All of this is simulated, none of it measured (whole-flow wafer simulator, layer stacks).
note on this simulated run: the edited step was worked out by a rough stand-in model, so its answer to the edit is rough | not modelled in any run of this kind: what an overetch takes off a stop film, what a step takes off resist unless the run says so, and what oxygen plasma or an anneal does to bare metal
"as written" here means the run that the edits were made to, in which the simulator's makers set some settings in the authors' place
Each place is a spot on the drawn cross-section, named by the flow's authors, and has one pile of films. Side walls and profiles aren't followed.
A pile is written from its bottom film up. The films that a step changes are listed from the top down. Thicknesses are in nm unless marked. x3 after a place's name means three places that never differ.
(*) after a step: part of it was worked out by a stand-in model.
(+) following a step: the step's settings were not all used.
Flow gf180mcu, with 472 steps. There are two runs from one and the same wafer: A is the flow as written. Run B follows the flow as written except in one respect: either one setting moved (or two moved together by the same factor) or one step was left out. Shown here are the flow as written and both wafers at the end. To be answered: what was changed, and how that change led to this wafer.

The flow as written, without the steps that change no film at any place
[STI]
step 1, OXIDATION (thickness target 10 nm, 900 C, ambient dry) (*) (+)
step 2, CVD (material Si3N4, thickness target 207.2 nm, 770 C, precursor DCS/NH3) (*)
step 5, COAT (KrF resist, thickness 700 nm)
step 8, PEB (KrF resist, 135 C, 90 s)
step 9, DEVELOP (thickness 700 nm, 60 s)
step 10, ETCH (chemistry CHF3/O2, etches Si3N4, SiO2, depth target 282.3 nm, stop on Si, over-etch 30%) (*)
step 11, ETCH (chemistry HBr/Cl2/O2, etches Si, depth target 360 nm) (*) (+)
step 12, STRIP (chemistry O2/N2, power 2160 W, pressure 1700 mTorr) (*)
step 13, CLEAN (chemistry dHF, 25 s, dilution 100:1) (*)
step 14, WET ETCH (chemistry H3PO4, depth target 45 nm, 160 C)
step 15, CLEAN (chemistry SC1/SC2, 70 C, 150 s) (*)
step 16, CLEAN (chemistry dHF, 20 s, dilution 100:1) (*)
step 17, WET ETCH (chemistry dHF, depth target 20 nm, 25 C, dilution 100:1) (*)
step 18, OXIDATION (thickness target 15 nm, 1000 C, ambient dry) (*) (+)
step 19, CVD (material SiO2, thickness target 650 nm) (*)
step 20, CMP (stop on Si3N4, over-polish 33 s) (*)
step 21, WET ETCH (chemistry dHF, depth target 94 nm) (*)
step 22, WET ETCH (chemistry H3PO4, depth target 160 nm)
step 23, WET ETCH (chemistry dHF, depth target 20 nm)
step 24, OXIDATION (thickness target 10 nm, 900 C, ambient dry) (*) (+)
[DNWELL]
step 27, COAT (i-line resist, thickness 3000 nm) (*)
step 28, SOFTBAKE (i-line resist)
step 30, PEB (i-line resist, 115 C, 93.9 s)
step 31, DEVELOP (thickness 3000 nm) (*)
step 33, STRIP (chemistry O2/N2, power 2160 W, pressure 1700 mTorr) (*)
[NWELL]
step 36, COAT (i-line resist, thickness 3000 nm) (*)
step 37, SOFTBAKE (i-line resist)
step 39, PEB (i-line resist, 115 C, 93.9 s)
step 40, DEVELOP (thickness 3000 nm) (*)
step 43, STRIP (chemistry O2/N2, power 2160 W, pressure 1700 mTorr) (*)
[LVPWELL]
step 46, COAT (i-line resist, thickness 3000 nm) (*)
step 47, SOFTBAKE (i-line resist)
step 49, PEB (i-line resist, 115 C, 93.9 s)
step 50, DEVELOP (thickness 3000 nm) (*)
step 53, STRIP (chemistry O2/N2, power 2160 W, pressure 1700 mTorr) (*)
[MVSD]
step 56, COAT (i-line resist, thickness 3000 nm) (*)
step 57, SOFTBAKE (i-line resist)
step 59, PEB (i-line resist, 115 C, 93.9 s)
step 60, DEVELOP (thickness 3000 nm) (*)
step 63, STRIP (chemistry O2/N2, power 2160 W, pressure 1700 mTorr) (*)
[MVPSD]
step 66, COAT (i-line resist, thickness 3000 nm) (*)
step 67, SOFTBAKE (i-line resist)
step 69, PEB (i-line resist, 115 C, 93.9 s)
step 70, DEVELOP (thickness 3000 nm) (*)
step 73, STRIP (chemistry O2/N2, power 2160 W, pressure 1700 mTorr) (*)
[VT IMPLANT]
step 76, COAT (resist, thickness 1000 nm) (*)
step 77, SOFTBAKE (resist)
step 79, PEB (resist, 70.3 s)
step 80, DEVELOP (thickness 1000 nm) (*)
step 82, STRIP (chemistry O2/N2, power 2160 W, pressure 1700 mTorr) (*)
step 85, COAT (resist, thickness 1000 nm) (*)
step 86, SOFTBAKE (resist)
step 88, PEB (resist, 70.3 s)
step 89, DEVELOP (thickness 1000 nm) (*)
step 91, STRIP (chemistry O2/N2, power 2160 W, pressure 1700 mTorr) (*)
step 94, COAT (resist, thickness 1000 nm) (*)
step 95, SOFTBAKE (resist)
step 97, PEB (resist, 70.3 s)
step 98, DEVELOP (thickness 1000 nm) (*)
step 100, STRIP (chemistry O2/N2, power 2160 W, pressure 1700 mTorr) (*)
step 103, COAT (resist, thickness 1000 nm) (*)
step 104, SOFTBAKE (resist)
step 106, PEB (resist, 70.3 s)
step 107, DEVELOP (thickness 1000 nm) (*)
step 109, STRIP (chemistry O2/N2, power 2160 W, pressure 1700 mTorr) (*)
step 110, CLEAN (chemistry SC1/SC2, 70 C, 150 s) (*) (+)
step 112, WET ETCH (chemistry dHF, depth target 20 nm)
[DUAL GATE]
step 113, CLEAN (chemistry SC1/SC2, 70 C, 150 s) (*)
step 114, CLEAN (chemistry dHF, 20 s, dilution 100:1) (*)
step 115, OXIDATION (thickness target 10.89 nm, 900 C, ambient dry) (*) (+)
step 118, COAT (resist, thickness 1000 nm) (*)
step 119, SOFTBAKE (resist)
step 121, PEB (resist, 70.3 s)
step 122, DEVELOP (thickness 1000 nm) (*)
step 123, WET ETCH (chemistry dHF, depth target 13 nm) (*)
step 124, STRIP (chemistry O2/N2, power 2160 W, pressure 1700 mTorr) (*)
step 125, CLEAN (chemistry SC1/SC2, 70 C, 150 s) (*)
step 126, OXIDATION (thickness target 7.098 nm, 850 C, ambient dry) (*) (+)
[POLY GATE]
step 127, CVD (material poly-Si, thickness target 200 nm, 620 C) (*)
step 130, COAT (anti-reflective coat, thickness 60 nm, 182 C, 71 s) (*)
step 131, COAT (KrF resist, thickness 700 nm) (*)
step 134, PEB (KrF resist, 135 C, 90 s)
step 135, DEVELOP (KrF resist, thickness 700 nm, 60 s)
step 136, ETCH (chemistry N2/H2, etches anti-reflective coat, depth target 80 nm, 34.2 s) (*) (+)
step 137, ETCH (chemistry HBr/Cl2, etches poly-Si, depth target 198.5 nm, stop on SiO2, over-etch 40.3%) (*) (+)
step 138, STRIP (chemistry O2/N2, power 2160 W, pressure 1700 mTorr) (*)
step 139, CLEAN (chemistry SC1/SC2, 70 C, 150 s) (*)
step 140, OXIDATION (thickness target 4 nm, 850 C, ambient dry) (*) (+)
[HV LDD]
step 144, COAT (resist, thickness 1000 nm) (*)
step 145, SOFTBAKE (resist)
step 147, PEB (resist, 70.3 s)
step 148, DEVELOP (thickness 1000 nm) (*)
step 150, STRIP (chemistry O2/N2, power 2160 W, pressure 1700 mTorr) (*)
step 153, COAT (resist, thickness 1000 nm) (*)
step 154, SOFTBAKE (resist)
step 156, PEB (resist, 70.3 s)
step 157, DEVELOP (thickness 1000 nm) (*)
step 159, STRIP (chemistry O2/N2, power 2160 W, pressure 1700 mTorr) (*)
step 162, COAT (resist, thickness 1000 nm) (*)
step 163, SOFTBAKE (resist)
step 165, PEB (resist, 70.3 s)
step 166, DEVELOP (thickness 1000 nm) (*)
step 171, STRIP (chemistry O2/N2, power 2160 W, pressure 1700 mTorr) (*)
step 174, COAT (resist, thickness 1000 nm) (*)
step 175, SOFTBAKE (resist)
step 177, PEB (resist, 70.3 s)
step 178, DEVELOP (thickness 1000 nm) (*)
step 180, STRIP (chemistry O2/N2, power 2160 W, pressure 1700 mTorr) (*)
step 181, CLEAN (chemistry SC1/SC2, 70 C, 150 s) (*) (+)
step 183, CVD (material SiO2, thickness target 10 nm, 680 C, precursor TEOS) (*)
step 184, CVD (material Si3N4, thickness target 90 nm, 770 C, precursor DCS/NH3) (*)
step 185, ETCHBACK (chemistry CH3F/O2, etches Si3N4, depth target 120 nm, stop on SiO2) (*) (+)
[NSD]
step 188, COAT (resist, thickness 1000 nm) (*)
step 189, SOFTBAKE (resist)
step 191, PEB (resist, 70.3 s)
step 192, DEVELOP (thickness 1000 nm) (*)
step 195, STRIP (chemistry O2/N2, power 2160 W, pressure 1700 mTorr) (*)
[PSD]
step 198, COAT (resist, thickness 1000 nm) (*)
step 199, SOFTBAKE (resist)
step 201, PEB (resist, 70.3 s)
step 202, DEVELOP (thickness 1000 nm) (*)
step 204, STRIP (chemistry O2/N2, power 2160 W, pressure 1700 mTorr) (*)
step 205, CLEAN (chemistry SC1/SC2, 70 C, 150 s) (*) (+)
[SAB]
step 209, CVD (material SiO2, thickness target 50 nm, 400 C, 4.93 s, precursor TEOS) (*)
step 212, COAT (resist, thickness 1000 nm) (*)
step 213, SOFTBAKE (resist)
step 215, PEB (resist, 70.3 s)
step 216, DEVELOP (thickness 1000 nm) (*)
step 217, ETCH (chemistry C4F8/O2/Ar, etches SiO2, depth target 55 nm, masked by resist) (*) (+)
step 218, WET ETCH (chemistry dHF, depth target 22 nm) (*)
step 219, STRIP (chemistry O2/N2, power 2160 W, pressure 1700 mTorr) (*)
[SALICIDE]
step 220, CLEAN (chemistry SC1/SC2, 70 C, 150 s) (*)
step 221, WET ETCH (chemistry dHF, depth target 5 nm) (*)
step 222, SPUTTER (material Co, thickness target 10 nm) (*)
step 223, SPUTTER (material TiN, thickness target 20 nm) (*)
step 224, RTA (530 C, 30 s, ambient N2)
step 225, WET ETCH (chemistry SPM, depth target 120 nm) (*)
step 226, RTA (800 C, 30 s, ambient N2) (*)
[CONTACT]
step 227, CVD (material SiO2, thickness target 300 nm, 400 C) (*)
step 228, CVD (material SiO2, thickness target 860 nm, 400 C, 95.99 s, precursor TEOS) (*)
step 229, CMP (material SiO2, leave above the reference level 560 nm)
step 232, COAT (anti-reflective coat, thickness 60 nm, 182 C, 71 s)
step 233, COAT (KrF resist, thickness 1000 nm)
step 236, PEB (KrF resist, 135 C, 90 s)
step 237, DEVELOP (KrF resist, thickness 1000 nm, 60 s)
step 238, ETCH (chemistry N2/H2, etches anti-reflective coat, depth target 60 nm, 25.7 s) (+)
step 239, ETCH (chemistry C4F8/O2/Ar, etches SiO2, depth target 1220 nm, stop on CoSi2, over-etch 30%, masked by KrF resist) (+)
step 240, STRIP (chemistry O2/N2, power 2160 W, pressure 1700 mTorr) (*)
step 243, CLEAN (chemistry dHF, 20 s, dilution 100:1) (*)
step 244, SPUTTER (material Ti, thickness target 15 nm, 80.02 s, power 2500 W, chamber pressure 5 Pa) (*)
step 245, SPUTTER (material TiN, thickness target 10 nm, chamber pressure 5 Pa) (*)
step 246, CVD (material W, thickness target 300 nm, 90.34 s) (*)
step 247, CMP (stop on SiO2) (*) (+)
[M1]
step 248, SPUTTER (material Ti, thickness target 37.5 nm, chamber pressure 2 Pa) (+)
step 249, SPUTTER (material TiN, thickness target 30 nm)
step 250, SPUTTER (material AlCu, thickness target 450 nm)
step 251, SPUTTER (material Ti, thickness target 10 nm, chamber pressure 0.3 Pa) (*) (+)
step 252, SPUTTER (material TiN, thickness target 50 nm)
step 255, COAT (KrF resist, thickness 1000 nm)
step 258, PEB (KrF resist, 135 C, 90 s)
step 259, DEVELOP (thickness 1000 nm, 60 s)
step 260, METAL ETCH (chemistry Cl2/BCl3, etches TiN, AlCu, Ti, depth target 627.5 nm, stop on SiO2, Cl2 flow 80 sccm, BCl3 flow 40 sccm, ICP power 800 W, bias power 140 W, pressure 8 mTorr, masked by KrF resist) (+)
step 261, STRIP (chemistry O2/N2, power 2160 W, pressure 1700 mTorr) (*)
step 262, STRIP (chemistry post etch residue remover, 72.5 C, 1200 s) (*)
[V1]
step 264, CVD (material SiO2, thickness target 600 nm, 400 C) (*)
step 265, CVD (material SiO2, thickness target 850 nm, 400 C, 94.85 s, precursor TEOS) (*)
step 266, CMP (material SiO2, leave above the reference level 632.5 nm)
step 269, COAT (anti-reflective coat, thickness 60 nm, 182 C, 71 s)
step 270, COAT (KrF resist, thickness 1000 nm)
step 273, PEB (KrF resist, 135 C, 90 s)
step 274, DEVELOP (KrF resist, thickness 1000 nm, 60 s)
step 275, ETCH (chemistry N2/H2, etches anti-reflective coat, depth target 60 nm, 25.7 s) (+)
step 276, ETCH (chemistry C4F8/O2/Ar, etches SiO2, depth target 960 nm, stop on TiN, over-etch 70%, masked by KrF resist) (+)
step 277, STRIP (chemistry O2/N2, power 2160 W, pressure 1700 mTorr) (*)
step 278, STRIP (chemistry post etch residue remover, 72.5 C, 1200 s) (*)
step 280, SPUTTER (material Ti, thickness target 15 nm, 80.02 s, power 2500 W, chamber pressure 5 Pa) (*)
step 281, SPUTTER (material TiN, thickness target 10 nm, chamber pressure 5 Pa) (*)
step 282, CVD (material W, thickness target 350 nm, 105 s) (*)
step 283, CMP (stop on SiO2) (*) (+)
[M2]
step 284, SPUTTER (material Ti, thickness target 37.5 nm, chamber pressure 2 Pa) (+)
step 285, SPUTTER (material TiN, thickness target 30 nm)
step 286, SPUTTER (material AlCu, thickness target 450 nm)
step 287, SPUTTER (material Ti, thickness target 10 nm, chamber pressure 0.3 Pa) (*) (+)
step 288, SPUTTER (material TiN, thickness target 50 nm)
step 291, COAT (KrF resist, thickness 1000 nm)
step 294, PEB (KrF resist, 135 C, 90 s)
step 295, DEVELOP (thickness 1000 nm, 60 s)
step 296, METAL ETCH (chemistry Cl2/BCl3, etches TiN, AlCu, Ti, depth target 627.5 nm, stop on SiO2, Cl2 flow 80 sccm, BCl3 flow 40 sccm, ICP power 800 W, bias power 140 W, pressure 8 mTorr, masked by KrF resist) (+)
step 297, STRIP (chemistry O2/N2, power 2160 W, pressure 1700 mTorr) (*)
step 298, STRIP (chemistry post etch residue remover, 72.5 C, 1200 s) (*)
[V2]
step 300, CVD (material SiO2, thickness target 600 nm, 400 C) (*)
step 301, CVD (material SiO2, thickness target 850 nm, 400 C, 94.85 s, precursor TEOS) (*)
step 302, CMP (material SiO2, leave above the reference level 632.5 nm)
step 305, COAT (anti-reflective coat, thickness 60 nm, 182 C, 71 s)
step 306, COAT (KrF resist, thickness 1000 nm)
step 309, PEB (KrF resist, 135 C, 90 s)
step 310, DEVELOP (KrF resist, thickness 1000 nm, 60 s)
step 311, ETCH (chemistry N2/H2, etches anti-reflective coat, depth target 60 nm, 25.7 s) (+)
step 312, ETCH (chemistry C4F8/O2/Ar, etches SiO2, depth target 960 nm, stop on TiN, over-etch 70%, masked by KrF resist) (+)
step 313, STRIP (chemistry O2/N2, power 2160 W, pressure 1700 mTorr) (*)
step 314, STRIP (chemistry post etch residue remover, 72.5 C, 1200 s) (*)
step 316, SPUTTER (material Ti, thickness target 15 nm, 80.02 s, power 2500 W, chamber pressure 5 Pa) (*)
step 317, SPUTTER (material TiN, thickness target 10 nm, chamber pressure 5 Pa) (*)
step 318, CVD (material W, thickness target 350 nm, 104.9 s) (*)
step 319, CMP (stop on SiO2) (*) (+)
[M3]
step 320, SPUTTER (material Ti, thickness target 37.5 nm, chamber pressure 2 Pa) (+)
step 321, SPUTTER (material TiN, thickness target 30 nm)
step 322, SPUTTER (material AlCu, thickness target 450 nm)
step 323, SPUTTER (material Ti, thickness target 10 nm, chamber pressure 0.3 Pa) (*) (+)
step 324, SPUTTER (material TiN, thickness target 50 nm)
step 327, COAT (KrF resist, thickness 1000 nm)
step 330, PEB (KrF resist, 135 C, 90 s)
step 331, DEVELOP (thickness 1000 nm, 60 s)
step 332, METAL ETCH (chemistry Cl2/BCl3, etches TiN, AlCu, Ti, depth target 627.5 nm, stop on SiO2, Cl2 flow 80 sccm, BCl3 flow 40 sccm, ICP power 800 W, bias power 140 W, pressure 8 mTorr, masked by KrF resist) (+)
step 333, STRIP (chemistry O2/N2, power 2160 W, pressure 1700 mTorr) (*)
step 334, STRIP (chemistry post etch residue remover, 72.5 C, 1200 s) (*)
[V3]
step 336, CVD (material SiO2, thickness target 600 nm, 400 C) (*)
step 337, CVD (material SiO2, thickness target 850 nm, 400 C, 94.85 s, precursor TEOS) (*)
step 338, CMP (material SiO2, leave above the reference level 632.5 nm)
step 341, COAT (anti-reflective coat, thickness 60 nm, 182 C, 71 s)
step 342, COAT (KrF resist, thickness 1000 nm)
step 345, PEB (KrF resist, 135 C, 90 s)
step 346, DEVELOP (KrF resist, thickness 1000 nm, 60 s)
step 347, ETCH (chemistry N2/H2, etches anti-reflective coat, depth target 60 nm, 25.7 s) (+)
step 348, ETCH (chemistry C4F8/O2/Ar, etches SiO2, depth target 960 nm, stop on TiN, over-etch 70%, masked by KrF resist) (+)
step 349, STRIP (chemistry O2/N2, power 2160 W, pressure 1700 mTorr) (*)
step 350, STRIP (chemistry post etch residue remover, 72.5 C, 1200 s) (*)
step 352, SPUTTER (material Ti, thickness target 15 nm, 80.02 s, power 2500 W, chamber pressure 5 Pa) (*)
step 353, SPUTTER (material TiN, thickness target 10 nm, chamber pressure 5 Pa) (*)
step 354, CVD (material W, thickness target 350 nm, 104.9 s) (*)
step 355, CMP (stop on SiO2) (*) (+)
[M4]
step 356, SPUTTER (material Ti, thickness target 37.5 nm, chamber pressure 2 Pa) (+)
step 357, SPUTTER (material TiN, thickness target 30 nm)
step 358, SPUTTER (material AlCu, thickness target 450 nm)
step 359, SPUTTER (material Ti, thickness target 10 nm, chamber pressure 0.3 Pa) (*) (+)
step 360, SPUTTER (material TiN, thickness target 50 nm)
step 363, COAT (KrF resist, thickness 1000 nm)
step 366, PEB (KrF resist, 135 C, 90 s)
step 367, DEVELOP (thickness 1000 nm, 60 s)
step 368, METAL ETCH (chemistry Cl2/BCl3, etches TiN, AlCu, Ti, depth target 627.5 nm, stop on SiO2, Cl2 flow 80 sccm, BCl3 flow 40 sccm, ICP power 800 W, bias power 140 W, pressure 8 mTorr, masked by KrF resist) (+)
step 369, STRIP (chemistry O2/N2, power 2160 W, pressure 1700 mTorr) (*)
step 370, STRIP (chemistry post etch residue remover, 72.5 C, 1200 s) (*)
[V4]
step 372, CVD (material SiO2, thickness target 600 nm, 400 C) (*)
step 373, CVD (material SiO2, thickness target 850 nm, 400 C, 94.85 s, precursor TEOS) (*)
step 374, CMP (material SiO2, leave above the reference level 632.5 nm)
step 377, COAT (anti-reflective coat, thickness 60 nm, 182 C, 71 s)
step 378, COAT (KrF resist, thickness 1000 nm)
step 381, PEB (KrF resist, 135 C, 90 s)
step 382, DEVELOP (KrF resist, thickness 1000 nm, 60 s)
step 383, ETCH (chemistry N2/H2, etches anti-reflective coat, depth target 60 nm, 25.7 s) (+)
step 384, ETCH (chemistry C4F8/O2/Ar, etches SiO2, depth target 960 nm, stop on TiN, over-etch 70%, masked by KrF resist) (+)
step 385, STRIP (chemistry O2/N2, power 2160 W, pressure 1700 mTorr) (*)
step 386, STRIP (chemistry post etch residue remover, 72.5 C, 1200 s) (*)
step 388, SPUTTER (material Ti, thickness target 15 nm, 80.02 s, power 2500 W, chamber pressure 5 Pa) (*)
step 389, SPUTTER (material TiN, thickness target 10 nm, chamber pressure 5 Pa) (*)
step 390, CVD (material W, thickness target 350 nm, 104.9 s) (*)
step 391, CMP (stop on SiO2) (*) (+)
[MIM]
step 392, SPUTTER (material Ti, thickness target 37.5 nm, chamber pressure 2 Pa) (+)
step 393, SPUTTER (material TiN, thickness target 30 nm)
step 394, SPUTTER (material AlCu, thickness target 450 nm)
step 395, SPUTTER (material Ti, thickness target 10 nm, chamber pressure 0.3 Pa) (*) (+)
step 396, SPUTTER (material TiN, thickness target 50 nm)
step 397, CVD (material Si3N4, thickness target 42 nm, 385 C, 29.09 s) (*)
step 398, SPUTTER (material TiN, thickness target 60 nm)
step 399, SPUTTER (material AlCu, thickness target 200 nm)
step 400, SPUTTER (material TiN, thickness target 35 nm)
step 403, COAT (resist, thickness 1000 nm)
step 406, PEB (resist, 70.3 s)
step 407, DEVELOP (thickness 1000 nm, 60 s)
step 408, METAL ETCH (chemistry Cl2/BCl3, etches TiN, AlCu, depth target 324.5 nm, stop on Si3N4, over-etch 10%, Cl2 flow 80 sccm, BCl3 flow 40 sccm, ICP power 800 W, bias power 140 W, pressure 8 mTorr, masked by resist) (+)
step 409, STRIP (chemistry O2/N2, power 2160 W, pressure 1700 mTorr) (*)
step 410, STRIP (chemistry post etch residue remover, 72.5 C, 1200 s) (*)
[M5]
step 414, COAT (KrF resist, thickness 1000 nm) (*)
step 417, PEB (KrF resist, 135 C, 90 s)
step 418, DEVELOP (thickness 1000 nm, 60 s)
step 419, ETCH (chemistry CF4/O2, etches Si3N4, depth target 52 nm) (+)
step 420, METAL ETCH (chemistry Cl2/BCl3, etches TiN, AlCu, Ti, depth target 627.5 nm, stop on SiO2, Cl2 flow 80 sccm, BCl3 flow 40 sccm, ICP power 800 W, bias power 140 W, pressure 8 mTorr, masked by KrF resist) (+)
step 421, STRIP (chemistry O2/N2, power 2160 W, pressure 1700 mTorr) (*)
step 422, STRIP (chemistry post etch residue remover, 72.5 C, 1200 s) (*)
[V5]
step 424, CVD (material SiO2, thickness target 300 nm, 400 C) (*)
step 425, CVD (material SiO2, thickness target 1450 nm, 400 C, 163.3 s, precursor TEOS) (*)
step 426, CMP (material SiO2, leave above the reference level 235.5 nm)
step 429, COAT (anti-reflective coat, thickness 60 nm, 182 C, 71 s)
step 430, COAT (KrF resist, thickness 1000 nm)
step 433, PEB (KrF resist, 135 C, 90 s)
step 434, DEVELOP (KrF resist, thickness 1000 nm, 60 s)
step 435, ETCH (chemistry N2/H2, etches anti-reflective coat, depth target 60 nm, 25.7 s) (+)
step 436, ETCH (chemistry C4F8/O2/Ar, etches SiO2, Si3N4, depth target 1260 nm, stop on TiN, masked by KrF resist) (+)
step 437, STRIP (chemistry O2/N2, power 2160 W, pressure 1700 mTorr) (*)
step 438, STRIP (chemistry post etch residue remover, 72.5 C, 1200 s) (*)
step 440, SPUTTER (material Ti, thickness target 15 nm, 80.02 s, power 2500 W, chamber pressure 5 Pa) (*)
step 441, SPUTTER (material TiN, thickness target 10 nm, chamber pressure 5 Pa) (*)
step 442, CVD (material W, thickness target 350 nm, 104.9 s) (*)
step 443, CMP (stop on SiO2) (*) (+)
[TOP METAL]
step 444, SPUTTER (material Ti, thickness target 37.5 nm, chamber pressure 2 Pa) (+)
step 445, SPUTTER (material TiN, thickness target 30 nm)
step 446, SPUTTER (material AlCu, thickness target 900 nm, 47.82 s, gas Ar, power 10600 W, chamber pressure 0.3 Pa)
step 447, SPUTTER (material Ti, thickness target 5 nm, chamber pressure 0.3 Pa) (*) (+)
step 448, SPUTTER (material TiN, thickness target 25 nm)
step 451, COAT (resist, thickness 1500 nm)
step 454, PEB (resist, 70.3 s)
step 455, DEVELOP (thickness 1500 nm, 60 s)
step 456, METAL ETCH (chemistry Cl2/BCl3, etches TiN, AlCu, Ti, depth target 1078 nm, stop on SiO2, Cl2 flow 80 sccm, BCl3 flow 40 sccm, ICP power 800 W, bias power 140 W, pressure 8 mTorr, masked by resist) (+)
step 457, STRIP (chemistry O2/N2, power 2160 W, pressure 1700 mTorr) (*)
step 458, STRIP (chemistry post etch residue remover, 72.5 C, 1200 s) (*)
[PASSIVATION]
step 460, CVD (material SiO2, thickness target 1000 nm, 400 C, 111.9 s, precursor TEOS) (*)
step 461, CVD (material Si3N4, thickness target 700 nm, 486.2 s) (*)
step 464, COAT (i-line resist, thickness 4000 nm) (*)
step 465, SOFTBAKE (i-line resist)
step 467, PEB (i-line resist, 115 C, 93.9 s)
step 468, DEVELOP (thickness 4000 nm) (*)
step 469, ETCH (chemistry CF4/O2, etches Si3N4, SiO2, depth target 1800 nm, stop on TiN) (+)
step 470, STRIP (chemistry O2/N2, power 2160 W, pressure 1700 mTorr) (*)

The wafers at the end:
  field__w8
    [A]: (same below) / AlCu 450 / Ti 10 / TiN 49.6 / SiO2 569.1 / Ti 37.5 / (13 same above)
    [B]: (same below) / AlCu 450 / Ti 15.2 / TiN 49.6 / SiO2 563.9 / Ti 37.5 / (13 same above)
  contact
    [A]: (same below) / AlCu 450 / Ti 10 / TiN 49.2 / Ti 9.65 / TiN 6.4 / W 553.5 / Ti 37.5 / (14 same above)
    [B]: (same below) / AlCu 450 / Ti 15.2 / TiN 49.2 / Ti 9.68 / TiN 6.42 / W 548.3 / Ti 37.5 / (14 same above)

What caused this: step 359, SPUTTER: thickness target 15.2 nm was run, whereas the flow has thickness target 10 nm.
The wafer itself shows it: field__w8 has Ti 15.2, and step 359 as written asks for 10 nm.

How this came from the change, step by step:
  step 359, SPUTTER (material Ti, thickness target 10 nm, chamber pressure 0.3 Pa) (*) (+)
      field, field__w1, field__w2 and 108 more: A +10 Ti (new film) | B +15.2 Ti (new film)
  step 368, METAL ETCH (chemistry Cl2/BCl3, etches TiN, AlCu, Ti, depth target 627.5 nm, stop on SiO2, Cl2 flow 80 sccm, BCl3 flow 40 sccm, ICP power 800 W, bias power 140 W, pressure 8 mTorr, masked by KrF resist) (+)
      field, field__w1, field__w2 and 103 more: A -50 TiN (all of it), -10 Ti (all of it), -450 AlCu (all of it), -30 TiN (all of it), -37.5 Ti (all of it) | B -50 TiN (all of it), -15.2 Ti (all of it), -450 AlCu (all of it), -30 TiN (all of it), -37.5 Ti (all of it)
